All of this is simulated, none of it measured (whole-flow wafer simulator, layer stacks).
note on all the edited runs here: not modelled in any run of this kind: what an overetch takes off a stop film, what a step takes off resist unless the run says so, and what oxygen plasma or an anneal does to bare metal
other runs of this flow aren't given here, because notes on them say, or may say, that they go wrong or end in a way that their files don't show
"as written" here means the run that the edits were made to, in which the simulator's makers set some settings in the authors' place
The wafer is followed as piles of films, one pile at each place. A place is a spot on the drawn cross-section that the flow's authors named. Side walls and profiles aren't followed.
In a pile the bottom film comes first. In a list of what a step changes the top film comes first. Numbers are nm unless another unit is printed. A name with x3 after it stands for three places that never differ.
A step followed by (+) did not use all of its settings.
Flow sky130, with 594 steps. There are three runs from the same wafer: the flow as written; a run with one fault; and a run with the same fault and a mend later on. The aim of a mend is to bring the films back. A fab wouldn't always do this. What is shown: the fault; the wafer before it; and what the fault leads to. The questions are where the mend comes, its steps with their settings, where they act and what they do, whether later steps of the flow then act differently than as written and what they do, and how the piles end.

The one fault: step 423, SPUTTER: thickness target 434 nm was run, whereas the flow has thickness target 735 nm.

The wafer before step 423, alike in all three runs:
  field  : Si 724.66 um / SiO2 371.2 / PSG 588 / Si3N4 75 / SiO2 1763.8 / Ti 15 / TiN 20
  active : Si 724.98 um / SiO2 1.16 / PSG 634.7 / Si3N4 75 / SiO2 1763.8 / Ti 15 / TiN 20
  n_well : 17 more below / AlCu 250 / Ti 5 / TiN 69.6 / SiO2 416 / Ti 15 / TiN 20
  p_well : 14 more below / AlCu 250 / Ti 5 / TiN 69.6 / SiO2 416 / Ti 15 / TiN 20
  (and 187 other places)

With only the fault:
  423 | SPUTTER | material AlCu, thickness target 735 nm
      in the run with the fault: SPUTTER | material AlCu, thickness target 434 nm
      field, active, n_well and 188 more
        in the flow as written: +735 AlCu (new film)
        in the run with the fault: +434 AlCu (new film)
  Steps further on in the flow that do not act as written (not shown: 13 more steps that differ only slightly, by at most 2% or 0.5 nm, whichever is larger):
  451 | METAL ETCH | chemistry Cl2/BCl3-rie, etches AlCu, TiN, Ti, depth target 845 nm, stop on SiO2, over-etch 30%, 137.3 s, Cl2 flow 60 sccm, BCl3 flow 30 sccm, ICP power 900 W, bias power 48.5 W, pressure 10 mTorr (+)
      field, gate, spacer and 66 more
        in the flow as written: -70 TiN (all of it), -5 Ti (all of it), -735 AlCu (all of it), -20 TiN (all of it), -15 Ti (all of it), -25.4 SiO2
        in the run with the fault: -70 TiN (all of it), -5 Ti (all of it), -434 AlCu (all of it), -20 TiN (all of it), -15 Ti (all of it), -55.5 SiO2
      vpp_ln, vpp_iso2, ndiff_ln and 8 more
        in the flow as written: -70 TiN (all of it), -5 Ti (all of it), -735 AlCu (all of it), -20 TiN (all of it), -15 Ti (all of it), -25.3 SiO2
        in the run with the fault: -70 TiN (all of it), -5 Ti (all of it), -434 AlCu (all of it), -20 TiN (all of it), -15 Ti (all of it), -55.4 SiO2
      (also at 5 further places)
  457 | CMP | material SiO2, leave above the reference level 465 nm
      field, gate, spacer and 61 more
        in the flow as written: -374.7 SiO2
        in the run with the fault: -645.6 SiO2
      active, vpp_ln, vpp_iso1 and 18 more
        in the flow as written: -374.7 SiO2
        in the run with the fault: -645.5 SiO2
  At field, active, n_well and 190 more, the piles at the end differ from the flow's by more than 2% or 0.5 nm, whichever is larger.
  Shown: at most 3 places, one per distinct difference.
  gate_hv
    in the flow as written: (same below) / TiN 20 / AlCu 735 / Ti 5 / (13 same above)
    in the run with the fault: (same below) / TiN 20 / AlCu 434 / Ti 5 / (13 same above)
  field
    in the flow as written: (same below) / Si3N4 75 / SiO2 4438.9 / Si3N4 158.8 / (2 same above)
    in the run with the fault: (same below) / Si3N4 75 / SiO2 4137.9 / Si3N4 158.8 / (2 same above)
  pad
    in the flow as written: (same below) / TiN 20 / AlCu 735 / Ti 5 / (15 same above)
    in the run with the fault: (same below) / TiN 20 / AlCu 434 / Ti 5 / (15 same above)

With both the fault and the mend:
  After step 423 comes the mend.
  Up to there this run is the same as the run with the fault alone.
  423a | SPUTTER | material AlCu, thickness target 301 nm (the flow's step 423, run once more with other settings)
      field, active, n_well and 188 more
        +301 AlCu
  Every later step of the flow that is run acts as written at every place that is followed.
  At every place that both follow, the piles at the end match the flow's.
